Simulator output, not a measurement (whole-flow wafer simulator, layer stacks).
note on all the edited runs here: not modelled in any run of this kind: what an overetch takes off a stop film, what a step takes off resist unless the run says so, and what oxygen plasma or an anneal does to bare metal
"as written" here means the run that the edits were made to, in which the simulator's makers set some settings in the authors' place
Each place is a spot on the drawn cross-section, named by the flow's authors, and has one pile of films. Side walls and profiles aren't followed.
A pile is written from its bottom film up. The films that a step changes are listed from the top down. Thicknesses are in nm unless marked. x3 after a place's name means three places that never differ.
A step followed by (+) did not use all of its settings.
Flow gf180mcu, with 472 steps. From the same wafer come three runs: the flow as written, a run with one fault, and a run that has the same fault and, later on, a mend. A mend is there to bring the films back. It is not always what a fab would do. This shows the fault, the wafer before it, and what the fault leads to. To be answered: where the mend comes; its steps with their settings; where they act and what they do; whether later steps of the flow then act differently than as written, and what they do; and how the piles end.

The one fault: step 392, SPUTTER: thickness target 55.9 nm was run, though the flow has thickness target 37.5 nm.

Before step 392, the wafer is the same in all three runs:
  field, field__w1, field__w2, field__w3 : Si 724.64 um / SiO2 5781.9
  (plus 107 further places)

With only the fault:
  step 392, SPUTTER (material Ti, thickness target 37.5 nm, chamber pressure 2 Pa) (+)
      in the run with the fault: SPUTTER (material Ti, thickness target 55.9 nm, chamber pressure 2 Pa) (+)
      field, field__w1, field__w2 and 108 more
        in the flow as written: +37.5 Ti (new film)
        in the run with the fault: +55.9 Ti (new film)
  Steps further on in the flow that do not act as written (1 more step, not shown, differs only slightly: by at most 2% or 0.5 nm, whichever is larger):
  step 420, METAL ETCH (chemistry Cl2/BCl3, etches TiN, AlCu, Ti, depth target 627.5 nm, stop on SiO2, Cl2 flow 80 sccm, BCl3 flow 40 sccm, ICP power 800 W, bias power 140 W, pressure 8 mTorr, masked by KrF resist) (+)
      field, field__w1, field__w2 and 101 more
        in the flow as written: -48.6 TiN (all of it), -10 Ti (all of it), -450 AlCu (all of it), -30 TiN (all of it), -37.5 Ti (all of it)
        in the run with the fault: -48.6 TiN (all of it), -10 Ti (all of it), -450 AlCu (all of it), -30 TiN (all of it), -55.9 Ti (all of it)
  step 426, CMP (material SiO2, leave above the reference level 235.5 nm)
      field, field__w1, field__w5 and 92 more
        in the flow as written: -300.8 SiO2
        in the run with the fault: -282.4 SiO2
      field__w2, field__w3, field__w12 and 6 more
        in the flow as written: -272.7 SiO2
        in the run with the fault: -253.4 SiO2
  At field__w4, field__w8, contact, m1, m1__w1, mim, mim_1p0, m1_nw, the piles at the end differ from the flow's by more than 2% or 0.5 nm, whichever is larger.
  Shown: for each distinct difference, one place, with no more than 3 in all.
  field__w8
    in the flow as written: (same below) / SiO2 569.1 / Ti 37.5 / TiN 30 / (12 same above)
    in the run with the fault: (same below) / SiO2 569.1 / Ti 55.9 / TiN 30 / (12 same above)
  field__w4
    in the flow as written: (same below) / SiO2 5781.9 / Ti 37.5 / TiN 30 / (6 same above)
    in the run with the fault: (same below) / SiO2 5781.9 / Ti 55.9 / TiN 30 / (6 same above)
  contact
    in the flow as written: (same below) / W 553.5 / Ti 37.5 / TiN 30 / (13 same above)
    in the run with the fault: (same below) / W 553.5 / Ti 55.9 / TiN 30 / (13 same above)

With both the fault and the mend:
  After step 392 comes the mend.
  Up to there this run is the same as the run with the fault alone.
  step 392a, METAL ETCH (chemistry Cl2/BCl3, etches TiN, AlCu, Ti, depth target 18.4 nm, Cl2 flow 80 sccm, BCl3 flow 40 sccm, ICP power 800 W, bias power 140 W, pressure 8 mTorr) (a further turn of the flow's step 260, with different settings)
      field, field__w1, field__w2 and 108 more
        -18.4 Ti
  Every later step of the flow that is run acts as written at every place that is followed.
  By the end, the piles equal the flow's at every place that both follow.
